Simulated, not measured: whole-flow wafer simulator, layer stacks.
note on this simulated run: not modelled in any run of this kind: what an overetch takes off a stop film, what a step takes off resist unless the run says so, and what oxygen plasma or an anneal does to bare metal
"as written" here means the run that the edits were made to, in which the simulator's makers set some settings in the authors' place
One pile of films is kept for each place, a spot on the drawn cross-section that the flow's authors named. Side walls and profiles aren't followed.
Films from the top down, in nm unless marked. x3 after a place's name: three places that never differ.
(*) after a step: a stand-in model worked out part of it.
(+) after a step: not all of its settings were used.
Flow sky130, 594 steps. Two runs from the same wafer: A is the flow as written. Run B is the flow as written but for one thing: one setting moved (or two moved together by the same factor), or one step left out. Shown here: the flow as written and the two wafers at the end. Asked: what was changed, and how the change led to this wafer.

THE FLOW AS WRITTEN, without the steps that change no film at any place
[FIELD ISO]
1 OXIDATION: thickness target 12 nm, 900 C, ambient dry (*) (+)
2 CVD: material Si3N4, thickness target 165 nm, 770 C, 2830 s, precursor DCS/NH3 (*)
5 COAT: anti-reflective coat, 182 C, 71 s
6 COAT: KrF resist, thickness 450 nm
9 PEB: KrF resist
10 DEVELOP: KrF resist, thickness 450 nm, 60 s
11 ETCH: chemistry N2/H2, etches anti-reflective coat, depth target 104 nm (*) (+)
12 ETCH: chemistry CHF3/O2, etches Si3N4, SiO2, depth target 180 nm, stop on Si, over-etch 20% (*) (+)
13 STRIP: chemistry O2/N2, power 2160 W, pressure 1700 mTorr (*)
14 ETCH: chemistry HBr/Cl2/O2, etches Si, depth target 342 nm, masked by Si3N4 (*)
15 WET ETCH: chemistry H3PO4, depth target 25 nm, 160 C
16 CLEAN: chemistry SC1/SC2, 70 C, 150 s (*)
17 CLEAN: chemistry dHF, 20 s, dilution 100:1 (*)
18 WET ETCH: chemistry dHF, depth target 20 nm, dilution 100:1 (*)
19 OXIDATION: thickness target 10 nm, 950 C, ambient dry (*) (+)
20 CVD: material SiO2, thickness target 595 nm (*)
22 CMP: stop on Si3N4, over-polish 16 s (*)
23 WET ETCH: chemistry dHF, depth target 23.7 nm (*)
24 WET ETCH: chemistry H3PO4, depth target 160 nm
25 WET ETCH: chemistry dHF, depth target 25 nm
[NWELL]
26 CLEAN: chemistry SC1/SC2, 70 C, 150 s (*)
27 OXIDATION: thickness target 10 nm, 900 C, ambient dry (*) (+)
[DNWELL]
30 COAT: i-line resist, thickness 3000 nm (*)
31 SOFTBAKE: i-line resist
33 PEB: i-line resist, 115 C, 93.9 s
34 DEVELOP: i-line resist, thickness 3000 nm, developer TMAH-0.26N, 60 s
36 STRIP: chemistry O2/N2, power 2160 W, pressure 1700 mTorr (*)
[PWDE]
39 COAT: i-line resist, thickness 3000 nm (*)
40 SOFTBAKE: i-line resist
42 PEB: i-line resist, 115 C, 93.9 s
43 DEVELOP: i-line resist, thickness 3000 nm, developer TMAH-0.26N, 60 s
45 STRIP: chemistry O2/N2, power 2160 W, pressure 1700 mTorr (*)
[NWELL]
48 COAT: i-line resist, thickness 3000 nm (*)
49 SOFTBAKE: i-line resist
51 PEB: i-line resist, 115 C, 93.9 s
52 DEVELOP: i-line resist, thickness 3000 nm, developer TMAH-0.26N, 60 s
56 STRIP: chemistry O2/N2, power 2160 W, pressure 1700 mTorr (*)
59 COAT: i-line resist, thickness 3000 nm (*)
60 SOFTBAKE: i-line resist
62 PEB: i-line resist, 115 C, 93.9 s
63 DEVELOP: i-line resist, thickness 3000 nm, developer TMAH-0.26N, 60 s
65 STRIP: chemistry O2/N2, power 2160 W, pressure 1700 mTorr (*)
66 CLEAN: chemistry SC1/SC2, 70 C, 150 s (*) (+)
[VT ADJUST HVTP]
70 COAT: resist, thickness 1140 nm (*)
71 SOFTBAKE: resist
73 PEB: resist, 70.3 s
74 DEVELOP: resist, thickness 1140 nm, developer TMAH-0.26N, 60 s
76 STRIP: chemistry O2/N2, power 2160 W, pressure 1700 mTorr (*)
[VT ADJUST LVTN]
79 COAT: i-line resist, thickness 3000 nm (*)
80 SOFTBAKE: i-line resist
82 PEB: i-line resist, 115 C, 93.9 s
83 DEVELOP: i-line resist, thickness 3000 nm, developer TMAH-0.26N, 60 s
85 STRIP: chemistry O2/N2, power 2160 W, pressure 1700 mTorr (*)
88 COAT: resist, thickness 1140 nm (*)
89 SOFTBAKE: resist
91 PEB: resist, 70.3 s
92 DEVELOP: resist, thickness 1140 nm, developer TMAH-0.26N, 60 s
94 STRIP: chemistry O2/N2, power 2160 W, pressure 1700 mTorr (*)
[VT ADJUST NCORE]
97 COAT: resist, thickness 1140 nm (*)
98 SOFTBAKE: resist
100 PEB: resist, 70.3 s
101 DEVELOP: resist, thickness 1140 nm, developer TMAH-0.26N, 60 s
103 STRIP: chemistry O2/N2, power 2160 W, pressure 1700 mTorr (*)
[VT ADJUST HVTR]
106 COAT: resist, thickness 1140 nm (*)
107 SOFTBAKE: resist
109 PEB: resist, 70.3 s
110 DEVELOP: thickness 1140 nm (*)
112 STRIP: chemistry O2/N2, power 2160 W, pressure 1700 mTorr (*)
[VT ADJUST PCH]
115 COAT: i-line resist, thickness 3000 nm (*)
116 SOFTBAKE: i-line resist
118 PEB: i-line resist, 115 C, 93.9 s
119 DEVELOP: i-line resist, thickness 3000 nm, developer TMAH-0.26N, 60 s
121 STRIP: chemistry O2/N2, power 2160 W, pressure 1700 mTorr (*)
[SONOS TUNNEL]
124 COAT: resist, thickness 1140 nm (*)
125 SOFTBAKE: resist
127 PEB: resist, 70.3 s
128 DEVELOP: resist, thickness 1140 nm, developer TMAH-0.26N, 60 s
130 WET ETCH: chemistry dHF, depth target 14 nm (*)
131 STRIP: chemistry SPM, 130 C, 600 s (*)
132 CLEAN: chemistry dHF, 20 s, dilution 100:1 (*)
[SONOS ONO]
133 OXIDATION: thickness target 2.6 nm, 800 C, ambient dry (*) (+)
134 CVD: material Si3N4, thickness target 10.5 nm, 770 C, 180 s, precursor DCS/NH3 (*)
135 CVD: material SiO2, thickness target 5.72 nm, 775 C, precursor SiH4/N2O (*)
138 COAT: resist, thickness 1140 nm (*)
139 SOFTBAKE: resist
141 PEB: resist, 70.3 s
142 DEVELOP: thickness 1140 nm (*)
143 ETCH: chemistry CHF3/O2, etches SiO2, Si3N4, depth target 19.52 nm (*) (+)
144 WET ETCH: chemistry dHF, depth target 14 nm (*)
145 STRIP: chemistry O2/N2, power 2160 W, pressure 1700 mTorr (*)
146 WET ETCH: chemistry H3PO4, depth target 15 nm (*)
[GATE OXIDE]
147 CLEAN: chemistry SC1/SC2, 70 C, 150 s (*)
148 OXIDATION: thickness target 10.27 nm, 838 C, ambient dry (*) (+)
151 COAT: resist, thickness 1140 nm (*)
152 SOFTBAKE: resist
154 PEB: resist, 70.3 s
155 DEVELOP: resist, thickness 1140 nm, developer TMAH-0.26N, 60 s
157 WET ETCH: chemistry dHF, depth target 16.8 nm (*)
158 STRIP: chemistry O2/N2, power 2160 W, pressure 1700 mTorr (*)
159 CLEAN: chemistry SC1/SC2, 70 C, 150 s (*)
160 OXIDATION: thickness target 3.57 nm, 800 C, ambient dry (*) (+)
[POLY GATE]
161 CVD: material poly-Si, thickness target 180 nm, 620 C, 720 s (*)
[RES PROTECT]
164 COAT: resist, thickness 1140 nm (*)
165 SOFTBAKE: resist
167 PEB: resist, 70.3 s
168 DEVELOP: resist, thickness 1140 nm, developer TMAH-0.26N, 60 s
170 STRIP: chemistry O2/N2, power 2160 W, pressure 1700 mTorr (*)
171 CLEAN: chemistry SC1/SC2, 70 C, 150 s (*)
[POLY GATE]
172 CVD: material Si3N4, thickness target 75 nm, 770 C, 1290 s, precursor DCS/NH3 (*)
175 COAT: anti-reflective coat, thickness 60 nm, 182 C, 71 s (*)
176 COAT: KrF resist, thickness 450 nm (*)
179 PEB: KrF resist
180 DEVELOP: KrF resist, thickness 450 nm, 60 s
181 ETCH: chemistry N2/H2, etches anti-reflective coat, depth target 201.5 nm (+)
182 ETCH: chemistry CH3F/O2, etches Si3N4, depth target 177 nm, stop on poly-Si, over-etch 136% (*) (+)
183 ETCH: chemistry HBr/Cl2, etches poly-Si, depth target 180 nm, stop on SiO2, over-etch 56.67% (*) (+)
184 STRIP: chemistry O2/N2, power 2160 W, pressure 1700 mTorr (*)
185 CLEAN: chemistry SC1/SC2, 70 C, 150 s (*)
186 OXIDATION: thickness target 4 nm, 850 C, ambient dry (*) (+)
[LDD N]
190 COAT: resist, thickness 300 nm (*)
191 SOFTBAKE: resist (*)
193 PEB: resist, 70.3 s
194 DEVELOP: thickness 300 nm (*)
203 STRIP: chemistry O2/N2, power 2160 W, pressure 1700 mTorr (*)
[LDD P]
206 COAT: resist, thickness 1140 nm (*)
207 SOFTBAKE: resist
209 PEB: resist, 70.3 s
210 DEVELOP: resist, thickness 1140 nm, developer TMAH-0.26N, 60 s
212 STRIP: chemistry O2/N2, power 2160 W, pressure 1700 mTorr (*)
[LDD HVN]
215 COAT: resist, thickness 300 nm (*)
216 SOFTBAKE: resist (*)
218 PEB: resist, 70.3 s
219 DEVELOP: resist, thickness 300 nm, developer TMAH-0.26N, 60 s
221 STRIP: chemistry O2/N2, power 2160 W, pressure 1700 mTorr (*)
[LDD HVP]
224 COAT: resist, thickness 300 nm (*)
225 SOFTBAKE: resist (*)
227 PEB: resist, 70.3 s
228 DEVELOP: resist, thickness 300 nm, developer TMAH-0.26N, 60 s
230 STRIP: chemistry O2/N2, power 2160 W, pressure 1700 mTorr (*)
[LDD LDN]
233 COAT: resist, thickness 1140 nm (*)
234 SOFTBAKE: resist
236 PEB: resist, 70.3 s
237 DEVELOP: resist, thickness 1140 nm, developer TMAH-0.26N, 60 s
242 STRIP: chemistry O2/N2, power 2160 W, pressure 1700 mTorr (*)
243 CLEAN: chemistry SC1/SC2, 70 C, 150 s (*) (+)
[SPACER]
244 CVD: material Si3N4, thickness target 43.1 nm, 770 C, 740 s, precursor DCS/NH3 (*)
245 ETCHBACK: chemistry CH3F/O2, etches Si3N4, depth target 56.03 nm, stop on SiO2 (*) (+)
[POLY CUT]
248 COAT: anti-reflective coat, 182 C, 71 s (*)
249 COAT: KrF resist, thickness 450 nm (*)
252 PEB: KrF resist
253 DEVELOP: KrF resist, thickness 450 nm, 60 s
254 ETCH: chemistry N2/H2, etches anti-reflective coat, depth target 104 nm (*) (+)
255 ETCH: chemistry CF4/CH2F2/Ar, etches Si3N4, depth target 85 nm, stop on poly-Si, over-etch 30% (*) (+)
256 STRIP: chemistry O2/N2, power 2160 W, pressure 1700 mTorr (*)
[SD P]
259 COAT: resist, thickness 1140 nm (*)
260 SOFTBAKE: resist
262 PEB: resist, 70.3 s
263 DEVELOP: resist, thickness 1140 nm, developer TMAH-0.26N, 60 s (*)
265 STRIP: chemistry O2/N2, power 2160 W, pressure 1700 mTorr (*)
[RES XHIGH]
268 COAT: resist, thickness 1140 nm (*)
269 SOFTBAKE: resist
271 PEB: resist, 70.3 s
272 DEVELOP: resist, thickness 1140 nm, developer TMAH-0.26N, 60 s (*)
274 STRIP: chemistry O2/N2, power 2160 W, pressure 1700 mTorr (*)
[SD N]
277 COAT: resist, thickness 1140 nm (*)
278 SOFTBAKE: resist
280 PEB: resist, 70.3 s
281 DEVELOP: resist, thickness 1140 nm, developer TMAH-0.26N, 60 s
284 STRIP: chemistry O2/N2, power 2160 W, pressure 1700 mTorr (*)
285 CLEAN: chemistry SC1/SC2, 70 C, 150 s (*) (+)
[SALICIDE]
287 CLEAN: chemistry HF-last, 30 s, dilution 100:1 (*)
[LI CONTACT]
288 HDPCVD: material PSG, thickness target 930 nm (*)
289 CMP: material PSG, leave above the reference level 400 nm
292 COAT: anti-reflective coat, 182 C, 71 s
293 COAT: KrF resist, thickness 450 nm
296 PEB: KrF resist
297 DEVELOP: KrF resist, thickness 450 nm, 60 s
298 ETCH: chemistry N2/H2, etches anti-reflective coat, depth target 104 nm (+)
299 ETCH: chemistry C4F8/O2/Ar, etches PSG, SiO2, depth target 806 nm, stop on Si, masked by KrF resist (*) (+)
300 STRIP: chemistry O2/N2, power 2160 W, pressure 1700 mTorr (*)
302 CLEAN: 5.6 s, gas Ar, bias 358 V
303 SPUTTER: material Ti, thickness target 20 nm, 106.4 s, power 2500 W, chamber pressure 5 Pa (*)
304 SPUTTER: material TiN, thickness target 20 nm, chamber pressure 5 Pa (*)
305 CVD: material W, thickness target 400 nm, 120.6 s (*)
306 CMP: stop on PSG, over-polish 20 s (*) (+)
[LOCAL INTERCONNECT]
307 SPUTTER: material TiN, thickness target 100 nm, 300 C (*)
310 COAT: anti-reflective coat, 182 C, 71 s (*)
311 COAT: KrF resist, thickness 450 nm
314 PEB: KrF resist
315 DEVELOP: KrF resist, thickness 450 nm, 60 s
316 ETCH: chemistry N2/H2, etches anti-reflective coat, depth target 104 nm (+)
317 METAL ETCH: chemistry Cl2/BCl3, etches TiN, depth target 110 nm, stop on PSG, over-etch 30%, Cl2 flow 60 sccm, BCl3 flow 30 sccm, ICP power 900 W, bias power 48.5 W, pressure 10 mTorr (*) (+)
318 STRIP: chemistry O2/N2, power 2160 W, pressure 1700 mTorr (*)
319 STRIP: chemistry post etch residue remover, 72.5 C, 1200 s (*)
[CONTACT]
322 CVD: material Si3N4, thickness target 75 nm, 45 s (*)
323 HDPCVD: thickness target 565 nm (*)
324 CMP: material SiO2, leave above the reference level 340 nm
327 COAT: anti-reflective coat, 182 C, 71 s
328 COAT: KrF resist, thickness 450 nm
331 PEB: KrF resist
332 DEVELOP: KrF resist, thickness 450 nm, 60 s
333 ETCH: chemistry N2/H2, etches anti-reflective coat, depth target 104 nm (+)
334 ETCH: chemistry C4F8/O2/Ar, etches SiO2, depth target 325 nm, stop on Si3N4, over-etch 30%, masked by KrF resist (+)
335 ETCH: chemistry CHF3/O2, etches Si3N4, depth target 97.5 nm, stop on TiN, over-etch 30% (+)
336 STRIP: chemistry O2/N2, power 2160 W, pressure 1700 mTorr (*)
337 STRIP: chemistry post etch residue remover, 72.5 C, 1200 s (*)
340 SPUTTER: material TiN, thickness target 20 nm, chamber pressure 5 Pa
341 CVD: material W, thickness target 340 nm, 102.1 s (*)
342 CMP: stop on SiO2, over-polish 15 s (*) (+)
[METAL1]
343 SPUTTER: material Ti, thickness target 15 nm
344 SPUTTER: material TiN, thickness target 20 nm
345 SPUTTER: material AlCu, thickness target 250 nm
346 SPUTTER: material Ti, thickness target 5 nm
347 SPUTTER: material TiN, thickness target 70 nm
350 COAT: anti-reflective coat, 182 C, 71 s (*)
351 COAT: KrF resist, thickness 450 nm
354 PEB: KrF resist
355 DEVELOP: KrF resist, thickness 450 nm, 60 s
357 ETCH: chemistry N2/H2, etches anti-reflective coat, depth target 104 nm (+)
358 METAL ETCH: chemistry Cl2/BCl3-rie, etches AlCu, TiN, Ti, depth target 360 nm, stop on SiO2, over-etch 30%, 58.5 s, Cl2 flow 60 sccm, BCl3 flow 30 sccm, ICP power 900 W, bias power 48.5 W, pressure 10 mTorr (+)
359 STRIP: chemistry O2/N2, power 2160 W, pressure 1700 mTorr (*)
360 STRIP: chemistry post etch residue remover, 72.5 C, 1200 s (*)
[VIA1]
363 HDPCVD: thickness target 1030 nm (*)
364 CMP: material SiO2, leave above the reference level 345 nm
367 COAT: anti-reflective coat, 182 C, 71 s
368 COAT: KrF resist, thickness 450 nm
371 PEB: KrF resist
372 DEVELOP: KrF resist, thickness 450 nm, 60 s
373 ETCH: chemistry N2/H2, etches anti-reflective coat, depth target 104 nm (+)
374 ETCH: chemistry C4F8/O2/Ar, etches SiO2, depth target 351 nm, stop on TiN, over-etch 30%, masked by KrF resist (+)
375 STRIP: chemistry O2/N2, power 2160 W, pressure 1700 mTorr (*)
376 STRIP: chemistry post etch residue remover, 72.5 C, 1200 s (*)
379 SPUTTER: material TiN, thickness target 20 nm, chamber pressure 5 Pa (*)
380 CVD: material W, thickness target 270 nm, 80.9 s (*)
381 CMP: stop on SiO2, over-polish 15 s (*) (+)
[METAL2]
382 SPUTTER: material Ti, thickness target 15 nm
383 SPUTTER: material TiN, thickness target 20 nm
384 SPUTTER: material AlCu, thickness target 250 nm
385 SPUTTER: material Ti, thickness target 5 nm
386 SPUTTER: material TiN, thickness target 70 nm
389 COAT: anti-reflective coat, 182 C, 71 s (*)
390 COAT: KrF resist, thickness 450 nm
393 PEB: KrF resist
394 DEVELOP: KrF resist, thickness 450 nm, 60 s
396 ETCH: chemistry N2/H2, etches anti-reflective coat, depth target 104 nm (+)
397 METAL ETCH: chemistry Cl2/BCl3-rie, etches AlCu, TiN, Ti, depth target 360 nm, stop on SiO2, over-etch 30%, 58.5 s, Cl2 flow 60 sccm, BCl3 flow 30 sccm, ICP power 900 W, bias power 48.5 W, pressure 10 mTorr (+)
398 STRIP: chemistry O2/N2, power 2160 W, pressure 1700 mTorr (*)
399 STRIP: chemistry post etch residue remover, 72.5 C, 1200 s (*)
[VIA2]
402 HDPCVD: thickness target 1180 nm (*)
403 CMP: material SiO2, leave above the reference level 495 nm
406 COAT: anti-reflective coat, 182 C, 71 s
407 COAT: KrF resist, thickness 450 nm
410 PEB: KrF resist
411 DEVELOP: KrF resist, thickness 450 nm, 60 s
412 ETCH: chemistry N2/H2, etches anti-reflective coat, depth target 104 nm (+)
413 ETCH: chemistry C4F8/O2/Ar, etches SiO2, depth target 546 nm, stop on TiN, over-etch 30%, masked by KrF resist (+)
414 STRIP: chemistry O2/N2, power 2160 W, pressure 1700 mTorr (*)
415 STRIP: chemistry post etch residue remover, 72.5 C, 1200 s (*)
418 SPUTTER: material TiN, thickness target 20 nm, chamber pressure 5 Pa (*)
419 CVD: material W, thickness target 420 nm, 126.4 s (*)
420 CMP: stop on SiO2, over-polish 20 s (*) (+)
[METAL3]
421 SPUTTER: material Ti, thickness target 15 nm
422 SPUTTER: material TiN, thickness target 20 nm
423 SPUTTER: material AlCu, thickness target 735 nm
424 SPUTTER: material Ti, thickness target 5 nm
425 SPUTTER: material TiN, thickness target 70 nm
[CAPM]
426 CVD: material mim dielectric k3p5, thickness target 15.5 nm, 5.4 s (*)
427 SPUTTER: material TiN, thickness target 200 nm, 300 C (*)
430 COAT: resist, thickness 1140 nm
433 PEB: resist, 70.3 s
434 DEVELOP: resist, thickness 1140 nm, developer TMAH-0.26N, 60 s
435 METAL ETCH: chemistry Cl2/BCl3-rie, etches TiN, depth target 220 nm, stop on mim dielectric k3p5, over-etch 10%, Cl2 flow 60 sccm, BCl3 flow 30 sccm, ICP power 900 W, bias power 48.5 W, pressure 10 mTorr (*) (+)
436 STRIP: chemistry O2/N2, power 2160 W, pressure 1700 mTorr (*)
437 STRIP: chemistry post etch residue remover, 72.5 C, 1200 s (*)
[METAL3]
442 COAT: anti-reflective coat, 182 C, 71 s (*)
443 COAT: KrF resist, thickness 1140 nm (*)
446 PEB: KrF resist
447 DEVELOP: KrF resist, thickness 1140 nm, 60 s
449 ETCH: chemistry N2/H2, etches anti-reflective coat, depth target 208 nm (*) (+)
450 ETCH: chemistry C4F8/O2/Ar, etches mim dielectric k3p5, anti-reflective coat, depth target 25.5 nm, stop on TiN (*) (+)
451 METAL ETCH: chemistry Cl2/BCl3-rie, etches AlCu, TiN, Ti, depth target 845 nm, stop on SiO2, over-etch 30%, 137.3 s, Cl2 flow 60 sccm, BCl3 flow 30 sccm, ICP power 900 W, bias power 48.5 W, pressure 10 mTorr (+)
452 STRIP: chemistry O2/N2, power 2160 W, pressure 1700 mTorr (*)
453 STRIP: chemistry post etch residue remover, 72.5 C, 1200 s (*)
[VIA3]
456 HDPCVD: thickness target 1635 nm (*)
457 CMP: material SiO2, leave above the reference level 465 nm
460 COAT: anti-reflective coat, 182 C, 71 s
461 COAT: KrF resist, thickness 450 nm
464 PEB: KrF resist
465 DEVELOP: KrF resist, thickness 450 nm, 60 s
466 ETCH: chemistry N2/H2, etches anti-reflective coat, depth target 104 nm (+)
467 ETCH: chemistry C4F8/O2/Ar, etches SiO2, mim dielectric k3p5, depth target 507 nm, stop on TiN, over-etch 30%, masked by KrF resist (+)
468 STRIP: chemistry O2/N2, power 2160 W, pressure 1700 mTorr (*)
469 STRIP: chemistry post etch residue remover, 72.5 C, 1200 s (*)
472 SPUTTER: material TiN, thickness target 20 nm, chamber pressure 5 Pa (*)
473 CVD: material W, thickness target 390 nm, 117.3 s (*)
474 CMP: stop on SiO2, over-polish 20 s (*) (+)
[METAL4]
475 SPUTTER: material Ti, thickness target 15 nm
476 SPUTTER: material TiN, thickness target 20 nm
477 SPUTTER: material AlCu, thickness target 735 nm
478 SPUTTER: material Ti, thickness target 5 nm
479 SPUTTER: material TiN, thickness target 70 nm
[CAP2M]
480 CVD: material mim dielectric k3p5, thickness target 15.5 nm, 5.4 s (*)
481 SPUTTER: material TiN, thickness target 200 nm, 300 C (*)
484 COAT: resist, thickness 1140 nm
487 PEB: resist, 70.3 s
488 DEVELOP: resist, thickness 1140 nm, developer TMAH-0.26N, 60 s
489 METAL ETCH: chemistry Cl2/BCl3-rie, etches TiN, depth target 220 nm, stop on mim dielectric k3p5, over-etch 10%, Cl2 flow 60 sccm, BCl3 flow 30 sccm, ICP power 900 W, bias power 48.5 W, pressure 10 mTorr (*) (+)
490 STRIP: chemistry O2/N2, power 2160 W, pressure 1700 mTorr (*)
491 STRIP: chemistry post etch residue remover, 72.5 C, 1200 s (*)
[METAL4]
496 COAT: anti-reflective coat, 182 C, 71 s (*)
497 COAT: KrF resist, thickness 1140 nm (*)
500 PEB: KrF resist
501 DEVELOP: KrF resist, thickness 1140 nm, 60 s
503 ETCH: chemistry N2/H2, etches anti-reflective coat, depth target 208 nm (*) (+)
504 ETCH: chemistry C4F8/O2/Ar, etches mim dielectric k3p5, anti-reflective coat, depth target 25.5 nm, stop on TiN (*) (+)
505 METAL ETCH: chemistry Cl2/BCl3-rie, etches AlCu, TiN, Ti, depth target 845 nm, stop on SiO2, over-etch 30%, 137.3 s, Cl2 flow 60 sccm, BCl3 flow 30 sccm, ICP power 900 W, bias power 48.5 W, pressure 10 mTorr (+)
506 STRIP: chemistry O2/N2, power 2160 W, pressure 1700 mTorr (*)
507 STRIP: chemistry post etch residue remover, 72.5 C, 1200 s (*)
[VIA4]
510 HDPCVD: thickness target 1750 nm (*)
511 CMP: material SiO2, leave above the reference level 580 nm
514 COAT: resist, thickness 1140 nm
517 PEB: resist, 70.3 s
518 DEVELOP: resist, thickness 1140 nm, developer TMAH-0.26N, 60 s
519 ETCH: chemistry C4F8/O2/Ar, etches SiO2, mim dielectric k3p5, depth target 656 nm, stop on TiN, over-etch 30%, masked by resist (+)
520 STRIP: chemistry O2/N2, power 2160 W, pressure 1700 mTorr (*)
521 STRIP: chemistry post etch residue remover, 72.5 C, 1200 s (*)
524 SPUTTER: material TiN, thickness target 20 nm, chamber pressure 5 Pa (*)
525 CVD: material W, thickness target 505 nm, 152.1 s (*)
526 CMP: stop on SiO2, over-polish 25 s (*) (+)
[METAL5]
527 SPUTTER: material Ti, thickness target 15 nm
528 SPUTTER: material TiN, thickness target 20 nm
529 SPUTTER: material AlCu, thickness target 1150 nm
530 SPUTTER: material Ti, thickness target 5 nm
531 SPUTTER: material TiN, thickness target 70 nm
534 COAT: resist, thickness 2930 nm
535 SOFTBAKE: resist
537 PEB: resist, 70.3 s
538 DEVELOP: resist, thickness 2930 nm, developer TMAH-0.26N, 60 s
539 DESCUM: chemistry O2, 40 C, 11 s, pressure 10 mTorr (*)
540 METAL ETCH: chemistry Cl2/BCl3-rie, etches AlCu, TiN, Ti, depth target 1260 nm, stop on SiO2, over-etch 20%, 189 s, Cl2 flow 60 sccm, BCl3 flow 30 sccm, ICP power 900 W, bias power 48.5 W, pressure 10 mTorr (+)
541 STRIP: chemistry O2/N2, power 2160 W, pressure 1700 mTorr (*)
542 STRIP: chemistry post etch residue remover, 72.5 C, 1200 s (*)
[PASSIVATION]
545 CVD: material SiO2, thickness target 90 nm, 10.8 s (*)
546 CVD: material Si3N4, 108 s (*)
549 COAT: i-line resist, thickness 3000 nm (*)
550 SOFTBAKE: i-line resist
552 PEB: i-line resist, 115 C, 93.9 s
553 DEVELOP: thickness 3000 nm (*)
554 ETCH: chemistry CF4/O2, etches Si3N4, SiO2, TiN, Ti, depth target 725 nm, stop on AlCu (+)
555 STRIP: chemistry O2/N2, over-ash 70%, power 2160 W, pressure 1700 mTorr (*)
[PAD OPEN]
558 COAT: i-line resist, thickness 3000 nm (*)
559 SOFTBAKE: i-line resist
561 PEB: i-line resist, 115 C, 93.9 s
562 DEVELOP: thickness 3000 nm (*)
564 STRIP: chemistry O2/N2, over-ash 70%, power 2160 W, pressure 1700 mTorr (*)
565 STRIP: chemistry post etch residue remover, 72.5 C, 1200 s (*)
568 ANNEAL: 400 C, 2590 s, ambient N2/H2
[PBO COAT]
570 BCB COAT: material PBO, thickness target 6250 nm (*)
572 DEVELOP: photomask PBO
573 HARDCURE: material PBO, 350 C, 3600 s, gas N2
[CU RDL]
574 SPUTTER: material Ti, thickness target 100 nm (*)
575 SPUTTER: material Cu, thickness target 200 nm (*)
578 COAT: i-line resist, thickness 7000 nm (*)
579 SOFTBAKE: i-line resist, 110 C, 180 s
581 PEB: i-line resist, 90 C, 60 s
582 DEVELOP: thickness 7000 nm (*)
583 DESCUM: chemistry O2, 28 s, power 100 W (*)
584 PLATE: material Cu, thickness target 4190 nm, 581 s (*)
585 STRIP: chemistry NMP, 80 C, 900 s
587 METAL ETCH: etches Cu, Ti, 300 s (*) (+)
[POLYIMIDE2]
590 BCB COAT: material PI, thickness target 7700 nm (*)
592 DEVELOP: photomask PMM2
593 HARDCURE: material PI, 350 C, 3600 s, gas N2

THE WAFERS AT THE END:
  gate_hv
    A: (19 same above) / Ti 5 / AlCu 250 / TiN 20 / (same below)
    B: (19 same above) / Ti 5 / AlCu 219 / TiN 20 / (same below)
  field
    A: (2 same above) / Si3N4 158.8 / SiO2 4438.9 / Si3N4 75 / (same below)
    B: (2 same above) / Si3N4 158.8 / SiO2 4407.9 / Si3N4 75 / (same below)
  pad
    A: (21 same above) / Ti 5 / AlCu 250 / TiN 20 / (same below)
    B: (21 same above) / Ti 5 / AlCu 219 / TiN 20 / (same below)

The cause: step 384, SPUTTER: thickness target 219 nm was run, where the flow has thickness target 250 nm.
It can be read off the wafer: gate_hv has AlCu 219, and step 384 as written asks for 250 nm.

How the change led to this, step by step:
  384 SPUTTER: material AlCu, thickness target 250 nm
      field, active, n_well and 188 more: A AlCu +250 (new film) | B AlCu +219 (new film)
  397 METAL ETCH: chemistry Cl2/BCl3-rie, etches AlCu, TiN, Ti, depth target 360 nm, stop on SiO2, over-etch 30%, 58.5 s, Cl2 flow 60 sccm, BCl3 flow 30 sccm, ICP power 900 W, bias power 48.5 W, pressure 10 mTorr (+)
      field, active, gate and 82 more: A TiN -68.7 (all of it), Ti -5 (all of it), AlCu -250 (all of it), TiN -20 (all of it), Ti -15 (all of it), SiO2 -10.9 | B TiN -68.7 (all of it), Ti -5 (all of it), AlCu -219 (all of it), TiN -20 (all of it), Ti -15 (all of it), SiO2 -14
  403 CMP: material SiO2, leave above the reference level 495 nm
      field, active, gate and 82 more: A SiO2 -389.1 | B SiO2 -417
